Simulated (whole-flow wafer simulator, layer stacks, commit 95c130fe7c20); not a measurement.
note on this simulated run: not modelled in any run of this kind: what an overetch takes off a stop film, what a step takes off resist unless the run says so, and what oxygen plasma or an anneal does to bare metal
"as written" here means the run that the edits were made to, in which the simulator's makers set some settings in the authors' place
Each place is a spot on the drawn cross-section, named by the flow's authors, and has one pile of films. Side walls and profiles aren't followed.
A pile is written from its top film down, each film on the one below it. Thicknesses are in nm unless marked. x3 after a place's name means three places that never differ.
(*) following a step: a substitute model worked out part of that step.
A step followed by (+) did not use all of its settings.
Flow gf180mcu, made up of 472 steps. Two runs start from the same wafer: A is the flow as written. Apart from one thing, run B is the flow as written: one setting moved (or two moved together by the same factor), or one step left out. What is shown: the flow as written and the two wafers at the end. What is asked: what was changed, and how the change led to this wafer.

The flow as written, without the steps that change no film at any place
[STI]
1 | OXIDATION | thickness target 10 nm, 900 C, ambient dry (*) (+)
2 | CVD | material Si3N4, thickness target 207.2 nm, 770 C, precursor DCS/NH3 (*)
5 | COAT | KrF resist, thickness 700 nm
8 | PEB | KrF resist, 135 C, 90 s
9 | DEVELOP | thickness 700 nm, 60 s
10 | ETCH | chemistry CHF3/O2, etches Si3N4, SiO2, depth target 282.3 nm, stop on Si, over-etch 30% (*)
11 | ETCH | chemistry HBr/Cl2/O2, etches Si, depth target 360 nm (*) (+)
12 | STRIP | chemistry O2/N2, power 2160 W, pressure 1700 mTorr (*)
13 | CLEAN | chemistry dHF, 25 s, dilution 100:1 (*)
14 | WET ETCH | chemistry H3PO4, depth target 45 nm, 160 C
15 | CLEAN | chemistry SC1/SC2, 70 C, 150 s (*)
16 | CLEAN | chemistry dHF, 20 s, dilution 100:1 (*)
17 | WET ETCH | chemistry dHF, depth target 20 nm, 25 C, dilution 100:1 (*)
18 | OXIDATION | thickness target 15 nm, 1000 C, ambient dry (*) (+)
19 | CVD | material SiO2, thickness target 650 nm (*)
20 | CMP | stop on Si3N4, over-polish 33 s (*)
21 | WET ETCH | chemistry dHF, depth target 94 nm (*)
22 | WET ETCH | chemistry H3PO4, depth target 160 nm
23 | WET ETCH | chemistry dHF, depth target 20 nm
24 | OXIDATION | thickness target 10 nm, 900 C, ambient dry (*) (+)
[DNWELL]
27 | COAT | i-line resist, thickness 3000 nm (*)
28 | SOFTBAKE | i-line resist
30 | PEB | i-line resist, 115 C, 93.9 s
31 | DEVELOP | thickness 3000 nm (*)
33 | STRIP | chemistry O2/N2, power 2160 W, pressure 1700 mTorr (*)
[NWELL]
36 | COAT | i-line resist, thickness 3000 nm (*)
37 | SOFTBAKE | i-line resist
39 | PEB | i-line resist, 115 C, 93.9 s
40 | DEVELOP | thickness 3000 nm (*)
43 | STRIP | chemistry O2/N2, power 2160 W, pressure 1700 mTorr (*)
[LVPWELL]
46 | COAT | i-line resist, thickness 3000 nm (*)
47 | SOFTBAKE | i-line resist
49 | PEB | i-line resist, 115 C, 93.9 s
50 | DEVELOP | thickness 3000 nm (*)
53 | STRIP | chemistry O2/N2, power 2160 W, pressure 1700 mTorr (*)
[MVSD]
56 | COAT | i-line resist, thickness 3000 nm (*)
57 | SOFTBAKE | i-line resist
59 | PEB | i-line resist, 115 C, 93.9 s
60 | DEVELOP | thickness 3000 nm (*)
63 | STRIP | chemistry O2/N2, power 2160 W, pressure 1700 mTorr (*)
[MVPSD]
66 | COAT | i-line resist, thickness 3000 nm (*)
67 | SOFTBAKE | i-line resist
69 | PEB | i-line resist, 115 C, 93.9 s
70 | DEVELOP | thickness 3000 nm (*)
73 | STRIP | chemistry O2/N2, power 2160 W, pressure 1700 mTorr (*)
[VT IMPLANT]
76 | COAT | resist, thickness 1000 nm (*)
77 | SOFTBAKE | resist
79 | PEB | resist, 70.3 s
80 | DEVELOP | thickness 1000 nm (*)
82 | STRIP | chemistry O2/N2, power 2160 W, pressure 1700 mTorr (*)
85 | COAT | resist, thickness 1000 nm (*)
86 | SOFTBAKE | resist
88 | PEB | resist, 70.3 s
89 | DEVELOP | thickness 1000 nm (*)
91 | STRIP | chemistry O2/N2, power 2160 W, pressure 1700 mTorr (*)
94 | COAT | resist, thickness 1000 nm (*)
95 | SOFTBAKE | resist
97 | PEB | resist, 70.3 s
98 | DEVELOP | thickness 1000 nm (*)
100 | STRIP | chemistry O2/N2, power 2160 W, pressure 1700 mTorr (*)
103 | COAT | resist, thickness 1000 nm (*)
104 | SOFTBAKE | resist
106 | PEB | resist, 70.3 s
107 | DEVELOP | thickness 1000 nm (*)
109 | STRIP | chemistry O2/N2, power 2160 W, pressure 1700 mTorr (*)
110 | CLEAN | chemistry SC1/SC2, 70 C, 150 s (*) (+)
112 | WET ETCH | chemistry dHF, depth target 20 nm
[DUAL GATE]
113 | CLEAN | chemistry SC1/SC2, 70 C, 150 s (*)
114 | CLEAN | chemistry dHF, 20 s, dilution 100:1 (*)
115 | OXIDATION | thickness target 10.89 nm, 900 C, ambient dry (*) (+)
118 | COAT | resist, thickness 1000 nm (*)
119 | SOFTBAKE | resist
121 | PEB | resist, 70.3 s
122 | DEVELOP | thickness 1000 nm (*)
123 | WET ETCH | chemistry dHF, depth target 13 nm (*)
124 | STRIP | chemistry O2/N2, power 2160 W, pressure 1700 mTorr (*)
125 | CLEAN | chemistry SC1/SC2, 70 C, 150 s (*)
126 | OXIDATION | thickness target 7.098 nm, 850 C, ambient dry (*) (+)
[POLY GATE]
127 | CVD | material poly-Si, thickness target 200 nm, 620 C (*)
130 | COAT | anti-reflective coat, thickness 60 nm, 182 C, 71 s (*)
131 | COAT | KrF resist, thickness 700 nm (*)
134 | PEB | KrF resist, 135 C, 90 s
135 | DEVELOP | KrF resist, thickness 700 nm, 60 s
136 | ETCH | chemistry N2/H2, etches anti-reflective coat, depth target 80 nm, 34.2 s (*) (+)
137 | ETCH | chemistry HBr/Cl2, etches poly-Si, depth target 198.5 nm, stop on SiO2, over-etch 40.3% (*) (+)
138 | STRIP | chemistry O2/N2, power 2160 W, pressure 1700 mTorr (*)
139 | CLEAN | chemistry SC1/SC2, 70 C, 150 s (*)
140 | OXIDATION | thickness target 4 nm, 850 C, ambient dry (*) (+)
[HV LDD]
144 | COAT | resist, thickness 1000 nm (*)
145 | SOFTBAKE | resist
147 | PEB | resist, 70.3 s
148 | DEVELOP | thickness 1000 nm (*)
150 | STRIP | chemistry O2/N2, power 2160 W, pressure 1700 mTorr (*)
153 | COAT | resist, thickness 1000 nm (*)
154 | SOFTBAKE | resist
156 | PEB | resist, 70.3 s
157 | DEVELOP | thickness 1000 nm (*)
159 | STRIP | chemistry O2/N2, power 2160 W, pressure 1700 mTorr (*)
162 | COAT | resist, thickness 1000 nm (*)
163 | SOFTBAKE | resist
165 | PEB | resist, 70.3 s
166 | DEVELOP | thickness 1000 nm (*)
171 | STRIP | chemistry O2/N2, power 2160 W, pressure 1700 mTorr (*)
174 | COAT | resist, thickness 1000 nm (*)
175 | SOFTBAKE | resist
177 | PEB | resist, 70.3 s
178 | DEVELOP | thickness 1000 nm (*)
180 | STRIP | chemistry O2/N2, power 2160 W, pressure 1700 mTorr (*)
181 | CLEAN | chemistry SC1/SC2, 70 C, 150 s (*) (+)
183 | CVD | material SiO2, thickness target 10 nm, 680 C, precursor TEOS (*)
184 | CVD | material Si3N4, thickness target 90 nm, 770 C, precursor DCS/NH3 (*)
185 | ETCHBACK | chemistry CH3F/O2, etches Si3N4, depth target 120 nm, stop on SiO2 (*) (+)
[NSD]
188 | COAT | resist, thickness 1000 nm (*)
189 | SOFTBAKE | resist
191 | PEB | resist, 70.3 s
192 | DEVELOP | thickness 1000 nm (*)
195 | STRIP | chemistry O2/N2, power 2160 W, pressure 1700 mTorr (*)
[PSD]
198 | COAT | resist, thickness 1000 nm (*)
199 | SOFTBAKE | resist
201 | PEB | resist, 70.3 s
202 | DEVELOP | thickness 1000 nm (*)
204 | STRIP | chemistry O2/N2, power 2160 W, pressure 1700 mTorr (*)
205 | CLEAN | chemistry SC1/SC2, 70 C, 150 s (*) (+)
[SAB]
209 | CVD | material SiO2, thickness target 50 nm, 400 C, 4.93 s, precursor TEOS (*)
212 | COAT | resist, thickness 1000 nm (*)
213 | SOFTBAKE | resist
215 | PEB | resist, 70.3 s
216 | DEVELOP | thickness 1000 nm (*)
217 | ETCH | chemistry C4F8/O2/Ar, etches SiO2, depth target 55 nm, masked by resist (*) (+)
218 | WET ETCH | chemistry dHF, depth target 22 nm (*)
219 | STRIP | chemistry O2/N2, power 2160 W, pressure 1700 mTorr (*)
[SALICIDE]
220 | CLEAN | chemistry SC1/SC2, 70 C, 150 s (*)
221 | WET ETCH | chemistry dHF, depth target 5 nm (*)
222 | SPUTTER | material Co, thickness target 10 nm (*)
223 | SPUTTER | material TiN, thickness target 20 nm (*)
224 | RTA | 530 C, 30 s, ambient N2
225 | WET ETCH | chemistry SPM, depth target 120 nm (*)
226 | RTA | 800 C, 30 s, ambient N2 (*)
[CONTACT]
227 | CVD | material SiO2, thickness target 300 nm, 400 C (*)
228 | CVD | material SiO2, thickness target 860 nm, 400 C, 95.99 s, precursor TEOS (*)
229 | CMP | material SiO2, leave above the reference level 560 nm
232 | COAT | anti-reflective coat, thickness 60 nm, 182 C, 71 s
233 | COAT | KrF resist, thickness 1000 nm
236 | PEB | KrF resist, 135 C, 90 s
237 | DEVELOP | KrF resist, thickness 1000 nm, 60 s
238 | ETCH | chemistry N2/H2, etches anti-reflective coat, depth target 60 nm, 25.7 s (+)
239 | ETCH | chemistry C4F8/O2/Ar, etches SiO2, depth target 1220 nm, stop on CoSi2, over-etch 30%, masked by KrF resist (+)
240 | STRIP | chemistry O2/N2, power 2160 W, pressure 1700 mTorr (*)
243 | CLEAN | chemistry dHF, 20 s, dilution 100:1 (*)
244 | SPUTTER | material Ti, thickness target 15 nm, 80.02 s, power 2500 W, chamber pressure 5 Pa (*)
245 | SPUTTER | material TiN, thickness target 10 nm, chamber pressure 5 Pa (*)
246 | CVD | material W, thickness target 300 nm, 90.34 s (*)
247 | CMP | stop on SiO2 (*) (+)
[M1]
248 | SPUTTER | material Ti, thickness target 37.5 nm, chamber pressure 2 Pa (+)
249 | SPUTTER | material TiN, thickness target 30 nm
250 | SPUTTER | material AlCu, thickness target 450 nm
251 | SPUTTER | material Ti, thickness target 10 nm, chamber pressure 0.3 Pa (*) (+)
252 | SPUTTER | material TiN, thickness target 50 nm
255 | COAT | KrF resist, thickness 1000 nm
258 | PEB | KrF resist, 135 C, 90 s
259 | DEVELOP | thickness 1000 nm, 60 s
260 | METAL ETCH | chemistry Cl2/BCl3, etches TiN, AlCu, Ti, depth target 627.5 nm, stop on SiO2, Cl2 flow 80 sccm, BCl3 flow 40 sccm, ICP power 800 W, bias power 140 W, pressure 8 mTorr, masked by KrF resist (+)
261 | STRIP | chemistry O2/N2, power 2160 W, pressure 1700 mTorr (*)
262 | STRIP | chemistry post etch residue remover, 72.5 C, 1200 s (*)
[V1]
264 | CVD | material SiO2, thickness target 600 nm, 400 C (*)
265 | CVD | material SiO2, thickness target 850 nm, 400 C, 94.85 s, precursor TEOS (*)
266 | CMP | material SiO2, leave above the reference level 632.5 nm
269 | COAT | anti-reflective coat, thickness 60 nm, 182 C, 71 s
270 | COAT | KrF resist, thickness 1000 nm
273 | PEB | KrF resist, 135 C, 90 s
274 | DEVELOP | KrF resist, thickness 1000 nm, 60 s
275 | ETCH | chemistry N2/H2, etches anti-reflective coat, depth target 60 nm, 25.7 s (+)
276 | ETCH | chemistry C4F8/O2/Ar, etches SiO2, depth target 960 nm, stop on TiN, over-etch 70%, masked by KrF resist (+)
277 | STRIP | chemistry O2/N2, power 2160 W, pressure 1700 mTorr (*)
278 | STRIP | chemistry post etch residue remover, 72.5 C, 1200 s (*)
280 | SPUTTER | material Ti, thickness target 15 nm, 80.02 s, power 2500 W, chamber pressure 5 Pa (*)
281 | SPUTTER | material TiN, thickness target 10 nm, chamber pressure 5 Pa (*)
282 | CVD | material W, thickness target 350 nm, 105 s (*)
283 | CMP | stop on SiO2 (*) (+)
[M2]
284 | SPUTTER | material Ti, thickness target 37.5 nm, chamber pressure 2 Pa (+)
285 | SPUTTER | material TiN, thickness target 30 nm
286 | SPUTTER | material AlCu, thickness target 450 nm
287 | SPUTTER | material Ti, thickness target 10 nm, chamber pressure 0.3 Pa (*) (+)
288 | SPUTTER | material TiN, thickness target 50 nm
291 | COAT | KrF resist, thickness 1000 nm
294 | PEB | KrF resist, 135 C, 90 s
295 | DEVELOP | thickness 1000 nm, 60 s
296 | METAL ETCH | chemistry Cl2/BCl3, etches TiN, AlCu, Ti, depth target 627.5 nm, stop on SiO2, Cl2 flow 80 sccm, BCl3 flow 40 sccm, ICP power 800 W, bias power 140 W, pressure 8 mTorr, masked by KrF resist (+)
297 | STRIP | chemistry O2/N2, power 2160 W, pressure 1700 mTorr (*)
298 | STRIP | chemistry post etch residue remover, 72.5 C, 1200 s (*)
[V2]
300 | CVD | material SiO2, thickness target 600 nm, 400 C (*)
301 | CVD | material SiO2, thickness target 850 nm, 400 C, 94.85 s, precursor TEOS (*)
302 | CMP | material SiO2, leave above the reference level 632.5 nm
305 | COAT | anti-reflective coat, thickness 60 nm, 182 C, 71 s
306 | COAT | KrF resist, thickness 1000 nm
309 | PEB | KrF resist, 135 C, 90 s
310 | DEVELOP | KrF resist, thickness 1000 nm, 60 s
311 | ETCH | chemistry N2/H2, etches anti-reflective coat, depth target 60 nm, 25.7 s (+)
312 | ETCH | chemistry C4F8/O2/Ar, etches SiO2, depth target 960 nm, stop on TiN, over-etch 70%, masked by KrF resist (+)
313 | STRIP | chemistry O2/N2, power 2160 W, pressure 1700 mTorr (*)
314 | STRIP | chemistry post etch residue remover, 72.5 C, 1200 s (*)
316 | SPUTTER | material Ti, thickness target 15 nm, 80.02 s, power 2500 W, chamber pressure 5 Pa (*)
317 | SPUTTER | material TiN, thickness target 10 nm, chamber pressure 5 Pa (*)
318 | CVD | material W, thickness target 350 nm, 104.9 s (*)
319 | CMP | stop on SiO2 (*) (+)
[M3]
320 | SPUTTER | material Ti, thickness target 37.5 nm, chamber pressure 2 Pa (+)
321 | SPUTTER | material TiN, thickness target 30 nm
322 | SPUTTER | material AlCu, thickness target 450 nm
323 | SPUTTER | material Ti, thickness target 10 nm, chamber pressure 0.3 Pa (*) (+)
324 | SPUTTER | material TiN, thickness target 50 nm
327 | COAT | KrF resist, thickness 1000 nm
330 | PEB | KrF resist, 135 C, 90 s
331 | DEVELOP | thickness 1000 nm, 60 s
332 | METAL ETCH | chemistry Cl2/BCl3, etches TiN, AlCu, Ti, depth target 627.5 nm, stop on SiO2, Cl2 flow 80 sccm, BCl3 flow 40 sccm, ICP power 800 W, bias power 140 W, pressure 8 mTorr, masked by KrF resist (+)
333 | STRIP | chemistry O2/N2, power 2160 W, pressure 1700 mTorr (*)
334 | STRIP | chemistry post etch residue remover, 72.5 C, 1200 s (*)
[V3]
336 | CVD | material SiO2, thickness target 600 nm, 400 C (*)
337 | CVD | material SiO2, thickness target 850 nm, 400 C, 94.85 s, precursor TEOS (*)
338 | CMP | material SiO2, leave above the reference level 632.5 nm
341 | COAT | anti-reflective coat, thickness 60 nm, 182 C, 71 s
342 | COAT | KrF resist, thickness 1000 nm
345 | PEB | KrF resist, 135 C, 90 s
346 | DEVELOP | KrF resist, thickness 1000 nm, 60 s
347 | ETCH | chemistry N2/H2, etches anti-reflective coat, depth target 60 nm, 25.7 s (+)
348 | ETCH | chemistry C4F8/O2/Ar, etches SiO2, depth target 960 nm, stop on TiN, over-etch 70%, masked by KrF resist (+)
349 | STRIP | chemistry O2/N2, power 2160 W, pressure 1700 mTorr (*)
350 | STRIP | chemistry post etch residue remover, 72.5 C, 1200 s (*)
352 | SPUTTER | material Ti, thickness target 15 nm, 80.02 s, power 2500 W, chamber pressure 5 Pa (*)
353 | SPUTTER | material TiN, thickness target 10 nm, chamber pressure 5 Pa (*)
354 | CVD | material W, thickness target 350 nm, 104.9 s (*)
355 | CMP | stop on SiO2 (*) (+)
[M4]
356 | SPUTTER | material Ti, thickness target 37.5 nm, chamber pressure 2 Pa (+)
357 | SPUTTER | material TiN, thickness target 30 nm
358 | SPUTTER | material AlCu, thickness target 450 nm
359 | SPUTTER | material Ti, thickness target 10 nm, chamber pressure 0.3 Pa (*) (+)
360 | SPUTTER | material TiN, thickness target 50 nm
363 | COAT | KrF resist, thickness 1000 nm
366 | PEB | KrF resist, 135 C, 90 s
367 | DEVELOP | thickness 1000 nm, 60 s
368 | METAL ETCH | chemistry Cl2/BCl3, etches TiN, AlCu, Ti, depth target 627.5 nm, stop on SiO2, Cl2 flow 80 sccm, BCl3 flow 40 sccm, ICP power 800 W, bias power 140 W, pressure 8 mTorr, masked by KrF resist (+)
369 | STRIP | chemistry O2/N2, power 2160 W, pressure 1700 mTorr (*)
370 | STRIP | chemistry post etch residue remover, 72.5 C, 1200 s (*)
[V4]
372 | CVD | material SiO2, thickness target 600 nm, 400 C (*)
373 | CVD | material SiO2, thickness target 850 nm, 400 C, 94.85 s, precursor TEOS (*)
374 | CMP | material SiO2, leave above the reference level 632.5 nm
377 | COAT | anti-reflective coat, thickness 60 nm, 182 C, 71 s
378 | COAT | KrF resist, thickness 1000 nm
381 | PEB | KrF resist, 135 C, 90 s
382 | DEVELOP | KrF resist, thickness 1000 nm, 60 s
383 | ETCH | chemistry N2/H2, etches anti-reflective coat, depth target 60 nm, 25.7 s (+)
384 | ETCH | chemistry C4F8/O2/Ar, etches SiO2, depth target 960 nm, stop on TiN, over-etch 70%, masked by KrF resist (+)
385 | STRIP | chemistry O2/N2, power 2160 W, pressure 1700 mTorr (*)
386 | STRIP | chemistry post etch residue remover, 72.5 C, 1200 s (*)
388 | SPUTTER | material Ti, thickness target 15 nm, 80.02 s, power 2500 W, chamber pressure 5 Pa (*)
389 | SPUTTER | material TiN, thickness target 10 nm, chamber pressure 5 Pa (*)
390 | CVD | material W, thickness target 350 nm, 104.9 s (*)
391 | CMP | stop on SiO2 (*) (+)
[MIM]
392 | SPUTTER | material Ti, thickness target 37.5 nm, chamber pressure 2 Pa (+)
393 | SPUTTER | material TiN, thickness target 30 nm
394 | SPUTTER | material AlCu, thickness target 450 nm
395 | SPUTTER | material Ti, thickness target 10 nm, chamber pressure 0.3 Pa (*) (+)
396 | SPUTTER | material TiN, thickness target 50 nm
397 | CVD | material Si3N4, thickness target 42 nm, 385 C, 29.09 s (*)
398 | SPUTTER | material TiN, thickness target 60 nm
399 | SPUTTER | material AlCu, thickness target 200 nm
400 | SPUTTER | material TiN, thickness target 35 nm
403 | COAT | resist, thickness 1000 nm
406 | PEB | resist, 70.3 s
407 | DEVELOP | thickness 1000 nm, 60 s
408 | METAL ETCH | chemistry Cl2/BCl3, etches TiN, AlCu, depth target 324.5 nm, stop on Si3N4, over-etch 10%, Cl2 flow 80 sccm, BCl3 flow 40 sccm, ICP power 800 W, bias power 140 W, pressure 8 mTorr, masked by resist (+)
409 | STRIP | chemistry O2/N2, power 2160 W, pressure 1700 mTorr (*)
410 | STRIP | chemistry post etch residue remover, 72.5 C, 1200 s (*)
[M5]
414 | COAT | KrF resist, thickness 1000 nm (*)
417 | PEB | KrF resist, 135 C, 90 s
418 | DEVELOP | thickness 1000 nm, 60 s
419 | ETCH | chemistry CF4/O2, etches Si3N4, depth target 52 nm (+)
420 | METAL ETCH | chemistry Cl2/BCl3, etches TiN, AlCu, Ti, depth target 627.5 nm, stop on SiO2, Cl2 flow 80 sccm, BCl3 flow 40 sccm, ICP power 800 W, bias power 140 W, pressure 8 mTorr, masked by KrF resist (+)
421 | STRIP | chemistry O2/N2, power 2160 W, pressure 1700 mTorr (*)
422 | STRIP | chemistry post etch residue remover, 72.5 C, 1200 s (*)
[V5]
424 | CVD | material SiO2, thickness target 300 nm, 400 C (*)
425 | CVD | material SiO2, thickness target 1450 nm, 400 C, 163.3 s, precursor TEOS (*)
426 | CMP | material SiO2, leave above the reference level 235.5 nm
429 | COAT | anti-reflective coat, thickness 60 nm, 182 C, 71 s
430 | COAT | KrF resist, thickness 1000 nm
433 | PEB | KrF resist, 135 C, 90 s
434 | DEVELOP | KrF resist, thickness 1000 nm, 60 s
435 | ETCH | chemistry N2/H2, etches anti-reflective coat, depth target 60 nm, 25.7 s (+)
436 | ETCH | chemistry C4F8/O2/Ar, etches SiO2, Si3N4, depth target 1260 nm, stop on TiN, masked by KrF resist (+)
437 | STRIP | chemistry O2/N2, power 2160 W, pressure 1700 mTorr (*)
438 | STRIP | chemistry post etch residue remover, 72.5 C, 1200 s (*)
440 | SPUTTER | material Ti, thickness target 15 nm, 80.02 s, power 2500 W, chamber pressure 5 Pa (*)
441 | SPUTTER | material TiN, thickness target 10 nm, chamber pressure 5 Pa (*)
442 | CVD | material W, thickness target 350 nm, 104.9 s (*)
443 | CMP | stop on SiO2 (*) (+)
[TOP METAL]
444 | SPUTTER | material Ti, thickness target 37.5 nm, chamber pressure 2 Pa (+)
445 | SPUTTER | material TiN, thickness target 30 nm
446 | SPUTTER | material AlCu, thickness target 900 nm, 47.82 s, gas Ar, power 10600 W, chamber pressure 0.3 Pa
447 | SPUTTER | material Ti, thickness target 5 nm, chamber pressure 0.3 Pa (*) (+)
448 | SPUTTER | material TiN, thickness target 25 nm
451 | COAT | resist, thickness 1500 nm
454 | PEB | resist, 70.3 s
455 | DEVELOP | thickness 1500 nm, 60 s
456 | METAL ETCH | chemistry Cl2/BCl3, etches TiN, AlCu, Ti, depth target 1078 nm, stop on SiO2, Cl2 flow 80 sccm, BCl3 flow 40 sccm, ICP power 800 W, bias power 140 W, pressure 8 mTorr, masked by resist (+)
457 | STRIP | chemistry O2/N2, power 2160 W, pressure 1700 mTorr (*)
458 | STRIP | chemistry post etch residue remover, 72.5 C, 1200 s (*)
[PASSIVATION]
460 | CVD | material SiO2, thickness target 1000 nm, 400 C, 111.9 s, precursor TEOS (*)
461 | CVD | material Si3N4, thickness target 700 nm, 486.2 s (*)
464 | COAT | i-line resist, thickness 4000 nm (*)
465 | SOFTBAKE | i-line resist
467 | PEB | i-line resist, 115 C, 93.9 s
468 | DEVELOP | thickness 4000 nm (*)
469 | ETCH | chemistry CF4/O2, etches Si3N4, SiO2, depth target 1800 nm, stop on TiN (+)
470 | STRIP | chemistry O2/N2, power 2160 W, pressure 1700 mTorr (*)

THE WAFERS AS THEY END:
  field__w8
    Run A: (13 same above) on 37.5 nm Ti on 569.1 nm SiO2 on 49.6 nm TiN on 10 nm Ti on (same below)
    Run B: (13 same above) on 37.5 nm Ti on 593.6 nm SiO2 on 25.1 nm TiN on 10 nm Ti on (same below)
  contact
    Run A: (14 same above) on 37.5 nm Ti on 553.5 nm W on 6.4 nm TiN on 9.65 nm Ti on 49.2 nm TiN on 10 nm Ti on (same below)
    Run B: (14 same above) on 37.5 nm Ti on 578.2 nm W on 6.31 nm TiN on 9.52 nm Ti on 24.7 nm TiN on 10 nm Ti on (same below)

The reason: step 360, SPUTTER: thickness target 25.5 nm was run, while the flow as written has thickness target 50 nm.

The path from the change to this, step by step:
  360 | SPUTTER | material TiN, thickness target 50 nm
      field, field__w1, field__w2 and 108 more: A +50 TiN (new film) | B +25.5 TiN (new film)
  368 | METAL ETCH | chemistry Cl2/BCl3, etches TiN, AlCu, Ti, depth target 627.5 nm, stop on SiO2, Cl2 flow 80 sccm, BCl3 flow 40 sccm, ICP power 800 W, bias power 140 W, pressure 8 mTorr, masked by KrF resist (+)
      field, field__w1, field__w2 and 103 more: A -50 TiN (all of it), -10 Ti (all of it), -450 AlCu (all of it), -30 TiN (all of it), -37.5 Ti (all of it) | B -25.5 TiN (all of it), -10 Ti (all of it), -450 AlCu (all of it), -30 TiN (all of it), -37.5 Ti (all of it)
  374 | CMP | material SiO2, leave above the reference level 632.5 nm
      field__w8, contact, m1, m1__w1, m1_nw: A -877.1 SiO2 | B -852.6 SiO2
  384 | ETCH | chemistry C4F8/O2/Ar, etches SiO2, depth target 960 nm, stop on TiN, over-etch 70%, masked by KrF resist (+)
      contact: A -572.5 SiO2 (all of it) | B -597 SiO2 (all of it)
  390 | CVD | material W, thickness target 350 nm, 104.9 s (*)
      contact: A +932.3 W (new film) | B +957 W (new film)
